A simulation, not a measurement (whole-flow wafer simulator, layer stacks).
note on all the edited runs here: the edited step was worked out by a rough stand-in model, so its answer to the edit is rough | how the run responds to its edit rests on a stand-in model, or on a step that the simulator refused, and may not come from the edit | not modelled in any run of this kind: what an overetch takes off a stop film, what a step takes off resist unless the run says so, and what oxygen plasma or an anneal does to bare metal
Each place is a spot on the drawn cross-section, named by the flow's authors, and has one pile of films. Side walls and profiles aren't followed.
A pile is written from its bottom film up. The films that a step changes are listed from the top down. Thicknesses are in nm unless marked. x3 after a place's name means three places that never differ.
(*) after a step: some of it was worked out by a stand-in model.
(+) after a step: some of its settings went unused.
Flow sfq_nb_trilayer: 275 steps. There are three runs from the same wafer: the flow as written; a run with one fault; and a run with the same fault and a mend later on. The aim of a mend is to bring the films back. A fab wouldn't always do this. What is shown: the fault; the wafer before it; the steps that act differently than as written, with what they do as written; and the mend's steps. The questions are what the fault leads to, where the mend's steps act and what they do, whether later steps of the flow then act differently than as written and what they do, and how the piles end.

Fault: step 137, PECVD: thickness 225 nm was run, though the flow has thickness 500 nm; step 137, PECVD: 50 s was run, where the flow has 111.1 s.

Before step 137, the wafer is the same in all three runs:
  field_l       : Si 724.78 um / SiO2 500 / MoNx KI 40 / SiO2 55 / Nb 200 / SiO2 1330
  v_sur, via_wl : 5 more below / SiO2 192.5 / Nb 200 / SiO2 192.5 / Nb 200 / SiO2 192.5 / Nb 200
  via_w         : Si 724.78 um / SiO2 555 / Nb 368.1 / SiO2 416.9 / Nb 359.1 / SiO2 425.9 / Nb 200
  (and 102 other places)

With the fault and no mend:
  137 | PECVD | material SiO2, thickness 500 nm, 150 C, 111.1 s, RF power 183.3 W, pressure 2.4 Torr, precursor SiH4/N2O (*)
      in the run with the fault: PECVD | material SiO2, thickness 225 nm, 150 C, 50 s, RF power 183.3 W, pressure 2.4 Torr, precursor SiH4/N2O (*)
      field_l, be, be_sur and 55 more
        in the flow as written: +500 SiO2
        in the run with the fault: +225 SiO2
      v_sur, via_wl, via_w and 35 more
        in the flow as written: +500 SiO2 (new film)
        in the run with the fault: +225 SiO2 (new film)
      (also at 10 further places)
  Steps later in the flow that act otherwise than as written (18 more steps, not shown, differ only slightly: by at most 2% or 0.5 nm, whichever is larger):
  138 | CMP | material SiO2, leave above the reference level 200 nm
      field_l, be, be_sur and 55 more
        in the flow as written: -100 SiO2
        in the run with the fault: nothing
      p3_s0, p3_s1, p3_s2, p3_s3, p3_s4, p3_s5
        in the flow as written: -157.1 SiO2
        in the run with the fault: nothing
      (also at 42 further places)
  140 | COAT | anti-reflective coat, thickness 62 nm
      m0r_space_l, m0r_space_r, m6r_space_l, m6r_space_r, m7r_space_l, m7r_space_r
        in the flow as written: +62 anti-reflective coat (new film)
        in the run with the fault: +81.3 anti-reflective coat (new film)
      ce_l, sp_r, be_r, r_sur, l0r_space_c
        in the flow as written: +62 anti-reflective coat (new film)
        in the run with the fault: +64.6 anti-reflective coat (new film)
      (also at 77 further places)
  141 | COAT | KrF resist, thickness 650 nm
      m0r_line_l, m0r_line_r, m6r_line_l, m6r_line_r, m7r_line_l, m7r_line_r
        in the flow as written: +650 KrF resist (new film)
        in the run with the fault: +684 KrF resist (new film)
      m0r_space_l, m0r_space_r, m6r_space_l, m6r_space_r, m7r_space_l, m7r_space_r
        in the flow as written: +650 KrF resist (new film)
        in the run with the fault: +673 KrF resist (new film)
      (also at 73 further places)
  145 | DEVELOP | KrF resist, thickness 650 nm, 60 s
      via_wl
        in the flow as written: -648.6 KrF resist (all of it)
        in the run with the fault: -579.5 KrF resist (all of it)
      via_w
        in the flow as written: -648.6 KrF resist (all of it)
        in the run with the fault: -587.9 KrF resist (all of it)
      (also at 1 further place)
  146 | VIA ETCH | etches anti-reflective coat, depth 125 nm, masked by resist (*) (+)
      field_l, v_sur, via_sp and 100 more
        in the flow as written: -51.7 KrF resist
        in the run with the fault: -40.5 KrF resist
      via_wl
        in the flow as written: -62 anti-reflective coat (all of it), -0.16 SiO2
        in the run with the fault: -48.2 anti-reflective coat (all of it), -0.12 SiO2
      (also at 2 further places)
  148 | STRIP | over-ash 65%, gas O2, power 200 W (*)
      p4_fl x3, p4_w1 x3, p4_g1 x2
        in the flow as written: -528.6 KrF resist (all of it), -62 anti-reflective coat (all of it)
        in the run with the fault: -539.8 KrF resist (all of it), -62 anti-reflective coat (all of it)
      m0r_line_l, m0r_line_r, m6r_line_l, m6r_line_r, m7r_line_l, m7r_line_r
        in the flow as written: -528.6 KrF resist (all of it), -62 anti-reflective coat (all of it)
        in the run with the fault: -573.7 KrF resist (all of it), -61.7 anti-reflective coat (all of it)
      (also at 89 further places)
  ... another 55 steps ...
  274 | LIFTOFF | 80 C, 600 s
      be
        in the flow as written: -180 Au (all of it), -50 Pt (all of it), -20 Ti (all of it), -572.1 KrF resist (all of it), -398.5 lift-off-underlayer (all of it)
        in the run with the fault: -180 Au (all of it), -50 Pt (all of it), -20 Ti (all of it), -613.8 KrF resist (all of it), -720.8 lift-off-underlayer (all of it)
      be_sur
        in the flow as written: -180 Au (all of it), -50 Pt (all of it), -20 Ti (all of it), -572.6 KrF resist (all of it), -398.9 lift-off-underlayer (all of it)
        in the run with the fault: -180 Au (all of it), -50 Pt (all of it), -20 Ti (all of it), -587.3 KrF resist (all of it), -366.3 lift-off-underlayer (all of it)
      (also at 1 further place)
  At via_v, be, be_sur and 38 more, the piles at the end differ from the flow's by more than 2% or 0.5 nm, whichever is larger.
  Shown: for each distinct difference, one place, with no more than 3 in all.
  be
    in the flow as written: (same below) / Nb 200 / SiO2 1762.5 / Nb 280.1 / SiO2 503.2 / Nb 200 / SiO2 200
    in the run with the fault: (same below) / Nb 200 / SiO2 1587.5 / Nb 124.9 / Nb2O5 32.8 / Al2O3 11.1 / SiO2 36.9 / Nb 125.9 / SiO2 208.7 / Nb 119.8 / SiO2 312.8
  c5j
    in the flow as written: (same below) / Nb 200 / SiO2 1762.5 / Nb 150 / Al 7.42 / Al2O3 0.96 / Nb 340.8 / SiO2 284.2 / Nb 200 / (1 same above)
    in the run with the fault: (same below) / Nb 200 / SiO2 1587.5 / Nb 150 / Al 7.42 / Al2O3 0.96 / Nb 170 / SiO2 153.4 / Nb 183.3 / SiO2 293.3 / Nb 200 / (1 same above)
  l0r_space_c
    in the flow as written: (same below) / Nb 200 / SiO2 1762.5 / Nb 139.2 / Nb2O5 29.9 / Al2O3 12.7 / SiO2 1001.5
    in the run with the fault: (same below) / Nb 200 / SiO2 1587.5 / Nb 139.2 / Nb2O5 29.9 / Al2O3 12.7 / SiO2 1176.5

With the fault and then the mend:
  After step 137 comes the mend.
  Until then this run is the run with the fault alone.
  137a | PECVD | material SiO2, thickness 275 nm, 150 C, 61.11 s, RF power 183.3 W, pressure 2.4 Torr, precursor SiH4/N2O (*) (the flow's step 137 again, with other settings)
      field_l, v_sur, via_wl and 99 more
        +275 SiO2
      lsp_r, l0_sur, l0v
        +270.7 SiO2
      via_v
        +276.2 SiO2
  Steps later in the flow that act otherwise than as written:
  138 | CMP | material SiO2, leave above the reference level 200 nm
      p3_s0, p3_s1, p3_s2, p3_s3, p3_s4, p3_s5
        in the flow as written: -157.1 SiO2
        in the run with the mend: -100 SiO2
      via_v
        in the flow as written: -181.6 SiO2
        in the run with the mend: -37.1 SiO2
  At every place that both follow, the piles at the end match the flow's.
